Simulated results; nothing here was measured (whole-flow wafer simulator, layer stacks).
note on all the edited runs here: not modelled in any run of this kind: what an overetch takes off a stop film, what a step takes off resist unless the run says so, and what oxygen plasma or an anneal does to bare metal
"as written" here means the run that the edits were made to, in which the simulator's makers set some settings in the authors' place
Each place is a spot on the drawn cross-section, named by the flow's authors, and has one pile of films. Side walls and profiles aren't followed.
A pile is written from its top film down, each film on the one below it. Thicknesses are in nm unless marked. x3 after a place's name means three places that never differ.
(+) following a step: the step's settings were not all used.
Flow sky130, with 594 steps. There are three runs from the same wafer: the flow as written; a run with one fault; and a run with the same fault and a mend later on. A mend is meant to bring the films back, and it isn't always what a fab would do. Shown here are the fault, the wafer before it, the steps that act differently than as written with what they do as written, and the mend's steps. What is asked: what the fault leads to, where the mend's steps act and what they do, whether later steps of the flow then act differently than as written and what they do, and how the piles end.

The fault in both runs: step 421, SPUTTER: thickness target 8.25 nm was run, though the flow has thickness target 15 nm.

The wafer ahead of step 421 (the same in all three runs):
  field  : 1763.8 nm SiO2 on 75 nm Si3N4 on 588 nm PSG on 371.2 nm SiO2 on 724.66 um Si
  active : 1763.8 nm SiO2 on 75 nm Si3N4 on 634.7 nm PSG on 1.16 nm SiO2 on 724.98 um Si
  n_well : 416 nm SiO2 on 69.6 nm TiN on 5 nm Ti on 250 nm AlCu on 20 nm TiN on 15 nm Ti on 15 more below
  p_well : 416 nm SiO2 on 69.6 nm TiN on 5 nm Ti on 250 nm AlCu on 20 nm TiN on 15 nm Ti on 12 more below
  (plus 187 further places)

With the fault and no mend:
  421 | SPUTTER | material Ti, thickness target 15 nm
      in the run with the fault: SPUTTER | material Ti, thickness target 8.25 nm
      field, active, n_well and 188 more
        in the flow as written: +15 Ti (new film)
        in the run with the fault: +8.25 Ti (new film)
  Steps later in the flow that act otherwise than as written (not shown: 10 more steps that differ only slightly, by at most 2% or 0.5 nm, whichever is larger):
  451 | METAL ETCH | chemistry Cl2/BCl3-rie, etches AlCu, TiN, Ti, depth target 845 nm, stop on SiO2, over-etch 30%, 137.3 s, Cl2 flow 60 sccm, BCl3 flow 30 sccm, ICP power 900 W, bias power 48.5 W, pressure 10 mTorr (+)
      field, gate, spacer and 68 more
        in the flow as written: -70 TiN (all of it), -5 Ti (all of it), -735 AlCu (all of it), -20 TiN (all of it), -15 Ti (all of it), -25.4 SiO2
        in the run with the fault: -70 TiN (all of it), -5 Ti (all of it), -735 AlCu (all of it), -20 TiN (all of it), -8.25 Ti (all of it), -26 SiO2
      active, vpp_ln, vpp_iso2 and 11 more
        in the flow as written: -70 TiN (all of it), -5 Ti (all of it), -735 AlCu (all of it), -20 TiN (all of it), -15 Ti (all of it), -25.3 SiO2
        in the run with the fault: -70 TiN (all of it), -5 Ti (all of it), -735 AlCu (all of it), -20 TiN (all of it), -8.25 Ti (all of it), -26 SiO2
  The piles end different from the flow's at n_well, p_well, gate_hv and 104 more by more than 2% or 0.5 nm, whichever is larger.
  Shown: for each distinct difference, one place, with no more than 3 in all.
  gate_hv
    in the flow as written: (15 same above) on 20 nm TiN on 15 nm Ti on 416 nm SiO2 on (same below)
    in the run with the fault: (15 same above) on 20 nm TiN on 8.25 nm Ti on 416 nm SiO2 on (same below)
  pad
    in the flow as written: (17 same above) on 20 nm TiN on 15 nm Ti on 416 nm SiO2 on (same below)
    in the run with the fault: (17 same above) on 20 nm TiN on 8.25 nm Ti on 416 nm SiO2 on (same below)
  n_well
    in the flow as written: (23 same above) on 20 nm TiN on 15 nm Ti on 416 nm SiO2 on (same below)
    in the run with the fault: (23 same above) on 20 nm TiN on 8.25 nm Ti on 416 nm SiO2 on (same below)

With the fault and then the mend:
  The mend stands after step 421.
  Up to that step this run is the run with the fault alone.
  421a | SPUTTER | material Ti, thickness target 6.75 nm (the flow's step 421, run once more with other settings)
      field, active, n_well and 188 more
        +6.75 Ti
  Later steps of the flow that are run all act as written at every place that is followed.
  By the end, the piles equal the flow's at every place that both follow.
